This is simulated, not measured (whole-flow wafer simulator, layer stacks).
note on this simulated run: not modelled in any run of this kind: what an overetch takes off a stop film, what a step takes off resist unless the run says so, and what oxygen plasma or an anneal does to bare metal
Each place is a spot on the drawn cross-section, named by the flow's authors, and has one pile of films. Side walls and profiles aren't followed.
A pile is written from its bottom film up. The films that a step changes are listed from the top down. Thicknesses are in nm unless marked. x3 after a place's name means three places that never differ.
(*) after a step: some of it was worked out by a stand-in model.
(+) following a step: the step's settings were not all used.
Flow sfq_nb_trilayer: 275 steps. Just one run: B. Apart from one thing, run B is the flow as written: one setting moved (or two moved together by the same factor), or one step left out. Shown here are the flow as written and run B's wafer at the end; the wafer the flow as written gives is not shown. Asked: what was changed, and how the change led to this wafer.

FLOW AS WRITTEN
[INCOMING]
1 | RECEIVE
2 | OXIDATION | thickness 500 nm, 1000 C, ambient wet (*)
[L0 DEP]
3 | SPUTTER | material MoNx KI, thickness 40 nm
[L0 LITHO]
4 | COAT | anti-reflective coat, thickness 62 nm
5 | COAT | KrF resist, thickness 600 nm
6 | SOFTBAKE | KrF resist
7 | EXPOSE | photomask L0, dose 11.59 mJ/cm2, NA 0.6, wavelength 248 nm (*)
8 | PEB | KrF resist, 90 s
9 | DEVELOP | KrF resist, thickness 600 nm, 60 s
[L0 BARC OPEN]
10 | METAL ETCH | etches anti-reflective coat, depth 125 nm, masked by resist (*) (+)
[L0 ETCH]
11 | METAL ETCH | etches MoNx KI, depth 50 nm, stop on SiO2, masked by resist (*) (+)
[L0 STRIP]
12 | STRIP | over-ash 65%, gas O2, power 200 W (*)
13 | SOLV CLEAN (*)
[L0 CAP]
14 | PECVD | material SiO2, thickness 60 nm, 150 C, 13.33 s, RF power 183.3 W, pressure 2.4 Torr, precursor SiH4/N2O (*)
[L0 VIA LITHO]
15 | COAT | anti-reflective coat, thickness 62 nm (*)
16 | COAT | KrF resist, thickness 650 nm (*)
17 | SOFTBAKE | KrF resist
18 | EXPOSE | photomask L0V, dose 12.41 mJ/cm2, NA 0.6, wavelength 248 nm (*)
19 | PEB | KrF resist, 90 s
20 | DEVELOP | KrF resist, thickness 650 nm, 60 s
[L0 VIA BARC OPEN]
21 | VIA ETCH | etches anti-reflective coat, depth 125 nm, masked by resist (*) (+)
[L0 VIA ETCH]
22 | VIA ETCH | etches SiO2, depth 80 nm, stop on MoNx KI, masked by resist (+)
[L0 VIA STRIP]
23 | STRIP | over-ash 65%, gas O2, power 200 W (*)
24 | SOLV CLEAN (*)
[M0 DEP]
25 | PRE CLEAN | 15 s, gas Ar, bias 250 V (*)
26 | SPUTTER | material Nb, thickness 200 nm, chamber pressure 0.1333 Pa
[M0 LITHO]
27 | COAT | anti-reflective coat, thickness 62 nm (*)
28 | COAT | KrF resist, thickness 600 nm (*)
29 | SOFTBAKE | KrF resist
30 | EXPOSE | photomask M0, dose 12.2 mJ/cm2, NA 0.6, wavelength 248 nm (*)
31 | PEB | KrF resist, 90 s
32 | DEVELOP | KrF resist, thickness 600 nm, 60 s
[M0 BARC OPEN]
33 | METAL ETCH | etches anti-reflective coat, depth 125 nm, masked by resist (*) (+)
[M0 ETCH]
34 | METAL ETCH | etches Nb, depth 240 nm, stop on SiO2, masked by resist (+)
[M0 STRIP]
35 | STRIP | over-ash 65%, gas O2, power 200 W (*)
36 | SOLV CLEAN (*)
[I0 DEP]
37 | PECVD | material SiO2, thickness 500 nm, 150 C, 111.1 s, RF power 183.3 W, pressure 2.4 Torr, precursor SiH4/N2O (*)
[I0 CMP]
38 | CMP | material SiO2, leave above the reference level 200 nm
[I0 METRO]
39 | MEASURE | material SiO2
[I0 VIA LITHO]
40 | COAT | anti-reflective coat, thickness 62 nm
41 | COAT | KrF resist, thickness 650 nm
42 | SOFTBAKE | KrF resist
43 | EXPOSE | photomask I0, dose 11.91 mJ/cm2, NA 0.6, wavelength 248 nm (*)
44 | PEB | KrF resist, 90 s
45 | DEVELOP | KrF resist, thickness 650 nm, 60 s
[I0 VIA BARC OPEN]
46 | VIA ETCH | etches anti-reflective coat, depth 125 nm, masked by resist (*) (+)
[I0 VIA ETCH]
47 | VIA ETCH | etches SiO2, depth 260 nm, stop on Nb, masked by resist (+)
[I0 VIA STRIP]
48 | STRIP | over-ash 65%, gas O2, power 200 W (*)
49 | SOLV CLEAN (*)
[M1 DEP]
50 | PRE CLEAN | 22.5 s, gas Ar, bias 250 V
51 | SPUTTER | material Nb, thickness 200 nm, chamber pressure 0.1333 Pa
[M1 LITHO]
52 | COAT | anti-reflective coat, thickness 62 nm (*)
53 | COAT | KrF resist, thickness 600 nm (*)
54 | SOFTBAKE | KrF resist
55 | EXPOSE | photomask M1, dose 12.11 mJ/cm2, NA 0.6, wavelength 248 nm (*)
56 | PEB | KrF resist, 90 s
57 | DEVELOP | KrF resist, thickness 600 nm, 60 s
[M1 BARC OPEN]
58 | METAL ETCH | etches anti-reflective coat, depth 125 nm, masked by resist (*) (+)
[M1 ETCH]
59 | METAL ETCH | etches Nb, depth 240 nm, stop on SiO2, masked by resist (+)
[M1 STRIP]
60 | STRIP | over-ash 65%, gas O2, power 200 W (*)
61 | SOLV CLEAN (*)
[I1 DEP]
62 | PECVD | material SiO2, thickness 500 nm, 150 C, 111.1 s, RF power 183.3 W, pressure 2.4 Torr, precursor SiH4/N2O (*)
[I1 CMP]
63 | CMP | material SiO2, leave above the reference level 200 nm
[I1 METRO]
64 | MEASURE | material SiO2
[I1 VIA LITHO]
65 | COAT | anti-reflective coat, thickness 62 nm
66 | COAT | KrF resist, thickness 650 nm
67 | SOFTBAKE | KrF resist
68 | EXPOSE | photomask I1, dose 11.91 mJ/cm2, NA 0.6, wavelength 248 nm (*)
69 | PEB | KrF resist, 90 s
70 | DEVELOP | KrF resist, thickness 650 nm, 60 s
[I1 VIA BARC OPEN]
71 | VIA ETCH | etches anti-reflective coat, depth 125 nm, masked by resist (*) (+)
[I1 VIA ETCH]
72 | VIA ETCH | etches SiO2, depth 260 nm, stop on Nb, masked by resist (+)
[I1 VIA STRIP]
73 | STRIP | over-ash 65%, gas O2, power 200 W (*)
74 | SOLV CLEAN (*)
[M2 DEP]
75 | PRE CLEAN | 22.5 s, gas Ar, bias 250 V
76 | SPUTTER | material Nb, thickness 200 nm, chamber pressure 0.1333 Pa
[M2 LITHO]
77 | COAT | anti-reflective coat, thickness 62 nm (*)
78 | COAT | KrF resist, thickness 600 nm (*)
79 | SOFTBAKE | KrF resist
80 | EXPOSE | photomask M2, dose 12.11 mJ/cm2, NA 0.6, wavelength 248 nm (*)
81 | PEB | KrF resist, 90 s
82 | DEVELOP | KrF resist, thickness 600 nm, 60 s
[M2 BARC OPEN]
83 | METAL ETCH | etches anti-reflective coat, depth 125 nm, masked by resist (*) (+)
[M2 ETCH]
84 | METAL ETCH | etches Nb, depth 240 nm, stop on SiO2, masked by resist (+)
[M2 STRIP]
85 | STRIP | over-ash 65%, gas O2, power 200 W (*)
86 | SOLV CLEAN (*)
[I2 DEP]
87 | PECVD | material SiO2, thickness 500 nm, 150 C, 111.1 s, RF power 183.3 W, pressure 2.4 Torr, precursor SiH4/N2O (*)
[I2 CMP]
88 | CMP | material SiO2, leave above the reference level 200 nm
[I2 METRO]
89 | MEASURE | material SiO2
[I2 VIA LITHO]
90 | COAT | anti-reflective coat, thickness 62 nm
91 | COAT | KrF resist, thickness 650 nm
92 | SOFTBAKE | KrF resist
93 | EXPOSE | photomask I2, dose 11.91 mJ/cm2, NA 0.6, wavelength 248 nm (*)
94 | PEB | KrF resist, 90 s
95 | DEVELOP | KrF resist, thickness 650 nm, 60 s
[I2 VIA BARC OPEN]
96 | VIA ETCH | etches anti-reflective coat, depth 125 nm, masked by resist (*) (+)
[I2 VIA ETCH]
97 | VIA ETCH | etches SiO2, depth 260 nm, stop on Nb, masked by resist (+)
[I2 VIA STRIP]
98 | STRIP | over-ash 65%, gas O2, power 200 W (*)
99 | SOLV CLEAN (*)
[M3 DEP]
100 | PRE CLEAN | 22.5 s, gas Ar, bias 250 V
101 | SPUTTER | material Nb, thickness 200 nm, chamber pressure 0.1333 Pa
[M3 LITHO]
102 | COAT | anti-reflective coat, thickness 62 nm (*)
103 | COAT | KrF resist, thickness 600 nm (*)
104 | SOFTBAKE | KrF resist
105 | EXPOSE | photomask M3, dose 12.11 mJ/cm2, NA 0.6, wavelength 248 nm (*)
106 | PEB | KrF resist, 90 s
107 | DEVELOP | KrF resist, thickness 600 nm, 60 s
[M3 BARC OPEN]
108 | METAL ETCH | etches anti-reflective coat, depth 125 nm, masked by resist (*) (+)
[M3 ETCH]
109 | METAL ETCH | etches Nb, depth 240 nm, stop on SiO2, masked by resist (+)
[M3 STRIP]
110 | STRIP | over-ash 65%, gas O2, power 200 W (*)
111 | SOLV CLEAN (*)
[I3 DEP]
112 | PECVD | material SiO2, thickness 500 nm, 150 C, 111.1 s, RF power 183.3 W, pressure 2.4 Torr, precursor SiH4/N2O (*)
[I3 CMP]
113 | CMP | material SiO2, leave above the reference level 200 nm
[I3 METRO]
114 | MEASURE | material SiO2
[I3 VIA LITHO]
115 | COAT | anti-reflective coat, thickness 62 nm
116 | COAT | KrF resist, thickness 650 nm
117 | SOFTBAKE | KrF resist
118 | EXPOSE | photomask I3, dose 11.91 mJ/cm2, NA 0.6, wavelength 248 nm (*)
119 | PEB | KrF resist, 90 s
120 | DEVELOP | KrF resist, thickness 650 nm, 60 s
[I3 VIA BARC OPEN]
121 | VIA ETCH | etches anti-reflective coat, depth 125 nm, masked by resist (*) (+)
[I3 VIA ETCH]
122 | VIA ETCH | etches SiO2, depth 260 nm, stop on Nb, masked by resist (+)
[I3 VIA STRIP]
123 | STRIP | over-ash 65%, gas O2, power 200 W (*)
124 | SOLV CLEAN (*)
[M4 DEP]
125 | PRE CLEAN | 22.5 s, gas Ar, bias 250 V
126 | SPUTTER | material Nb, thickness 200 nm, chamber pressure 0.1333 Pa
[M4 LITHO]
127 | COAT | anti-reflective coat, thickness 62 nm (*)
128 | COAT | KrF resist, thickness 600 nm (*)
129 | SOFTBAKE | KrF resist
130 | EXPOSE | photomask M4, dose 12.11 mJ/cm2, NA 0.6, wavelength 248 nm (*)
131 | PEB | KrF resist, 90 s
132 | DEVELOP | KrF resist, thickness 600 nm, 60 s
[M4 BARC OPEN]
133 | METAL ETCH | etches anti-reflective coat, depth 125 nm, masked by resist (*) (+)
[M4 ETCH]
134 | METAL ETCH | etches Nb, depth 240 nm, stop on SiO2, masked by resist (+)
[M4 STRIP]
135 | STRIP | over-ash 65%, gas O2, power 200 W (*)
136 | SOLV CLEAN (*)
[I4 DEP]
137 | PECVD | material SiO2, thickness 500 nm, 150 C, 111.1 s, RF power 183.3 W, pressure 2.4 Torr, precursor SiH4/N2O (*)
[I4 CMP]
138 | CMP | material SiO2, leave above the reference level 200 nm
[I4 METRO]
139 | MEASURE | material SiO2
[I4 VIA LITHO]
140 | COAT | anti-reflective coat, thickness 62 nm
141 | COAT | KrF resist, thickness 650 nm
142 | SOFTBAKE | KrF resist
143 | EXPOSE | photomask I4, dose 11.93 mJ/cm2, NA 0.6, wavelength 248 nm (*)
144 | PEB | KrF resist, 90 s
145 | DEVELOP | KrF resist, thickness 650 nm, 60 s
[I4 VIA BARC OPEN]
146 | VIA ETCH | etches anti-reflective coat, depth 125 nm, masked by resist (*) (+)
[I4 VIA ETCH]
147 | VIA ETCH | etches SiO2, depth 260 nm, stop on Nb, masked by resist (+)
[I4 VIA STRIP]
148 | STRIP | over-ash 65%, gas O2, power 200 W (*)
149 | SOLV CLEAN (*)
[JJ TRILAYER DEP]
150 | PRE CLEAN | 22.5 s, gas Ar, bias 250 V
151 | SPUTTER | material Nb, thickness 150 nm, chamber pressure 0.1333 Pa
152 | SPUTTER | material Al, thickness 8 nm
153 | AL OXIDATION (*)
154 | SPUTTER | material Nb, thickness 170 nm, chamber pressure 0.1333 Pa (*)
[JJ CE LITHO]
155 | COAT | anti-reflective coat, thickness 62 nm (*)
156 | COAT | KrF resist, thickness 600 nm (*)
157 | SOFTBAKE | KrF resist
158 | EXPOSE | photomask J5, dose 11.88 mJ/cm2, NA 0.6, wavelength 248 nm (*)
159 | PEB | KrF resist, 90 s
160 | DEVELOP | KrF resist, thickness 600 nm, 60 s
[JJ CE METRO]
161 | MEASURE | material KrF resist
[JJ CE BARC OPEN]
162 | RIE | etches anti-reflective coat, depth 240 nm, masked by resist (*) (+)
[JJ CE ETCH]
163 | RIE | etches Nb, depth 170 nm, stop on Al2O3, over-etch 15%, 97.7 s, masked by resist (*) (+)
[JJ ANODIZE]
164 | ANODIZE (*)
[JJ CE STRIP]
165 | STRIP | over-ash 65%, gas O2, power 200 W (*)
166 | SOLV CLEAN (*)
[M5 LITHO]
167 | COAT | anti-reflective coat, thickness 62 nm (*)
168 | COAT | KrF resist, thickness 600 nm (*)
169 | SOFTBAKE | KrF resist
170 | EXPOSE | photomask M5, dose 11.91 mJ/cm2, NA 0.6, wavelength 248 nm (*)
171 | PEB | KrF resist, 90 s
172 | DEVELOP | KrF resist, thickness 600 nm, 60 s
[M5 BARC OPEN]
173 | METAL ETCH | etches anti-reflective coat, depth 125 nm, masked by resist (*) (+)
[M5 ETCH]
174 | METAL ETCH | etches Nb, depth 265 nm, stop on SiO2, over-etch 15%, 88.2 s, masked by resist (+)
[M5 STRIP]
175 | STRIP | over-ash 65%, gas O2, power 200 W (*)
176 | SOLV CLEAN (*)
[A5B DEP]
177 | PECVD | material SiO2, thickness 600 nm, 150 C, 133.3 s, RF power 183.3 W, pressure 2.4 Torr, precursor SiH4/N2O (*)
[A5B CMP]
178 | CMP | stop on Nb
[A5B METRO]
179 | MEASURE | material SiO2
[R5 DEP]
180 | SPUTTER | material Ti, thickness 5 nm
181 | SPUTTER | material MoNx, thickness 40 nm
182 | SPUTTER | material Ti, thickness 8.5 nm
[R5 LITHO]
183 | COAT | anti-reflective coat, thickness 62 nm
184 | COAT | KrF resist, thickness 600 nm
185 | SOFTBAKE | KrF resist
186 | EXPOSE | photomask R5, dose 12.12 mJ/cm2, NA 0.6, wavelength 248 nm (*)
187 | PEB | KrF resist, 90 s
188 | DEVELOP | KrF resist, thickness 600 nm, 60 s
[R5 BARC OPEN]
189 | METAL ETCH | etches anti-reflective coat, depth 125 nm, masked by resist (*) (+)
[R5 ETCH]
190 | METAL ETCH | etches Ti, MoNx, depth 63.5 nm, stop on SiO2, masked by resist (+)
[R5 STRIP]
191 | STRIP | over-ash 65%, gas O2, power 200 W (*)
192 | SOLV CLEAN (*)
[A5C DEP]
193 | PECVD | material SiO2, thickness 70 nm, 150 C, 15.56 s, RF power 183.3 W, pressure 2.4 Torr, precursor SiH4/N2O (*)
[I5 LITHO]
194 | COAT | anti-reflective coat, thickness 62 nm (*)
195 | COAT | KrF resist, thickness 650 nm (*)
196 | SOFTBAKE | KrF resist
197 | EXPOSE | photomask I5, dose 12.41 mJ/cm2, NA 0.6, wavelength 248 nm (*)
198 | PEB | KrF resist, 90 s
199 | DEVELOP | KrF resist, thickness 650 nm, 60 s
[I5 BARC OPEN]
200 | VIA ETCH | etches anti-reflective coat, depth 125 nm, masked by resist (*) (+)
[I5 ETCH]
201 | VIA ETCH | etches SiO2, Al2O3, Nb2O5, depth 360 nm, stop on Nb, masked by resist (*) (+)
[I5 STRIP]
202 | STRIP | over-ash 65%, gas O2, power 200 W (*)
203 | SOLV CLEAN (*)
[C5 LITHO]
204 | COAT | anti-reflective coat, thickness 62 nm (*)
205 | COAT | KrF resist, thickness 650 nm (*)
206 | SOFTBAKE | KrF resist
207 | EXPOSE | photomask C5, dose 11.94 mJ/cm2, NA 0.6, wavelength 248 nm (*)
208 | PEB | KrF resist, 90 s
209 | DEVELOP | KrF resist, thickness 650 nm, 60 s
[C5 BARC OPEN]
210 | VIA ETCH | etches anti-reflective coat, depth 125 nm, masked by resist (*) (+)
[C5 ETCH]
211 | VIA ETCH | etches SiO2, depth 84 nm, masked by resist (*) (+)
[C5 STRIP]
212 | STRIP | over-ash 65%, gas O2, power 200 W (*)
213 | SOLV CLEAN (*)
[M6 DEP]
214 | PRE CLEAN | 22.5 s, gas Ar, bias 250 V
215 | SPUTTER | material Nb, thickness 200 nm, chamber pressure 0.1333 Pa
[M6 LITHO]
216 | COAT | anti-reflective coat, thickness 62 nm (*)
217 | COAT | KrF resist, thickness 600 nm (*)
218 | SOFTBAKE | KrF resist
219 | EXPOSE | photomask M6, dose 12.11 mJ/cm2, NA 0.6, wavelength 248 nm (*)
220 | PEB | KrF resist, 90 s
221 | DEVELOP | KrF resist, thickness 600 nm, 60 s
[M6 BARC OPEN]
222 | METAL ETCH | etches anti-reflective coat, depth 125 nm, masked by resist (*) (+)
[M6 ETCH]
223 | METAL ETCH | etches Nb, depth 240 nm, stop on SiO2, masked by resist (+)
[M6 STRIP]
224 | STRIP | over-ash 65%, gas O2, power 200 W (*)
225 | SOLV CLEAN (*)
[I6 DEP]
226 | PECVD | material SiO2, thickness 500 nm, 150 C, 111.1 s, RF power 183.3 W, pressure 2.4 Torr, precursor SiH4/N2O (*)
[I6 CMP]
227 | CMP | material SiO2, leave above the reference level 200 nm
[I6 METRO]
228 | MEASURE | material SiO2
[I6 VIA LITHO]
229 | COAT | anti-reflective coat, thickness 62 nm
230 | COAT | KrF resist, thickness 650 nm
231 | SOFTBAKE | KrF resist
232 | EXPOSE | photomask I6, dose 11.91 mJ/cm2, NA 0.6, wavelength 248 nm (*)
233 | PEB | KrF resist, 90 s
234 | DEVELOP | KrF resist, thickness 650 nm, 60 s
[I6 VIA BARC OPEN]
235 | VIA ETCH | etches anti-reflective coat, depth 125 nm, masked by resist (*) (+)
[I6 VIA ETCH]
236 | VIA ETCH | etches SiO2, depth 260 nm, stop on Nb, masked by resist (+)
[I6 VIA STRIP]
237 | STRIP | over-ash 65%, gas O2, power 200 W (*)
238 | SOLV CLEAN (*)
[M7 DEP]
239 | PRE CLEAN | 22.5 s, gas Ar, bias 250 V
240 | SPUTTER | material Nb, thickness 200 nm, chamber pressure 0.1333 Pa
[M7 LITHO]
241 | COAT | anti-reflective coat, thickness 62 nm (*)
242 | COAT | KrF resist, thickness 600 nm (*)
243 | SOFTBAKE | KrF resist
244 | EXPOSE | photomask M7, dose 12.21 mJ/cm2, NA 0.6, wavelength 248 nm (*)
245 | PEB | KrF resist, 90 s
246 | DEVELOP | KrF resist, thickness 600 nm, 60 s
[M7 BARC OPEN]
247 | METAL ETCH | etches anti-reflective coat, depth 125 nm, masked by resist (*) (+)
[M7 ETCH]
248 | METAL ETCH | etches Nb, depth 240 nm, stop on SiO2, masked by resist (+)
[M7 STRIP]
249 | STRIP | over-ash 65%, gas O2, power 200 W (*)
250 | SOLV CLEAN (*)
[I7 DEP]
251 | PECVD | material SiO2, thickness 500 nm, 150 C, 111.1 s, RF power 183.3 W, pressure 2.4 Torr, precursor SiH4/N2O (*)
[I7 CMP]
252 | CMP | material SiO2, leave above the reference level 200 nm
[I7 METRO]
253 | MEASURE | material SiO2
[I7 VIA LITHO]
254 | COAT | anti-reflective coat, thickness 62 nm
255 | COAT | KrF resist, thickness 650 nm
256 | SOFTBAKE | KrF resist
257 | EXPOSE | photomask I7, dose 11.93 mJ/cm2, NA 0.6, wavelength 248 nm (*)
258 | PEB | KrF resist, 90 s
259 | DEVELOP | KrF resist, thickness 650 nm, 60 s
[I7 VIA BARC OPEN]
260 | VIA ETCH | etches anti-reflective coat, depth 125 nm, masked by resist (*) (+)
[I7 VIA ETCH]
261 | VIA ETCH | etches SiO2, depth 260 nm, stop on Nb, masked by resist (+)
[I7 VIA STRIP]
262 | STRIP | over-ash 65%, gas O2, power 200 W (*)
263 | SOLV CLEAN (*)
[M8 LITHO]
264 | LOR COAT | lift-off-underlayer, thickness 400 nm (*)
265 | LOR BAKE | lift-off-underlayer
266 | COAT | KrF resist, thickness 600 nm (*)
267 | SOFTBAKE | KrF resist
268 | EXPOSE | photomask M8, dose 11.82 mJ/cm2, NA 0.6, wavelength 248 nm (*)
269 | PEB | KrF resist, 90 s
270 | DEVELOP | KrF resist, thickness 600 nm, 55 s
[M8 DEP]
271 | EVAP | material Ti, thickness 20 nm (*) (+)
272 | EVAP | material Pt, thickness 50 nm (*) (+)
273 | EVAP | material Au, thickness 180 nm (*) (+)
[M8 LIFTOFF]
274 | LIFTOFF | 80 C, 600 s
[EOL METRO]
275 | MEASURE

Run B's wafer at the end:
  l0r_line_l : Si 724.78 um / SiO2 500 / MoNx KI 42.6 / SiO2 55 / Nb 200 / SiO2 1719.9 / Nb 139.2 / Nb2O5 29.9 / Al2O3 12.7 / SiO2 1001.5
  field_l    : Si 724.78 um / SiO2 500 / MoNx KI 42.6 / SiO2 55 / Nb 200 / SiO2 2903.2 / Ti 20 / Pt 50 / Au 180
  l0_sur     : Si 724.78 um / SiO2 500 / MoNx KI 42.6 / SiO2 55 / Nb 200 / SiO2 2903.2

The reason: step 3, SPUTTER: thickness 42.64 nm was run, whereas the flow has thickness 40 nm.
The wafer lets one read it off: l0r_line_l has MoNx KI 42.6, and step 3 as written asks for 40 nm.

The path from the change to this, step by step:
  3 | SPUTTER | material MoNx KI, thickness 40 nm
      field_l, v_sur, via_wl and 103 more: MoNx KI gains 42.6 (new film) (in the flow as written it would be: MoNx KI gains 40 (new film))
  11 | METAL ETCH | etches MoNx KI, depth 50 nm, stop on SiO2, masked by resist (*) (+)
      v_sur, via_wl, via_w and 97 more: MoNx KI loses 42.6 (all of it) (in the flow as written it would be: MoNx KI loses 40 (all of it))
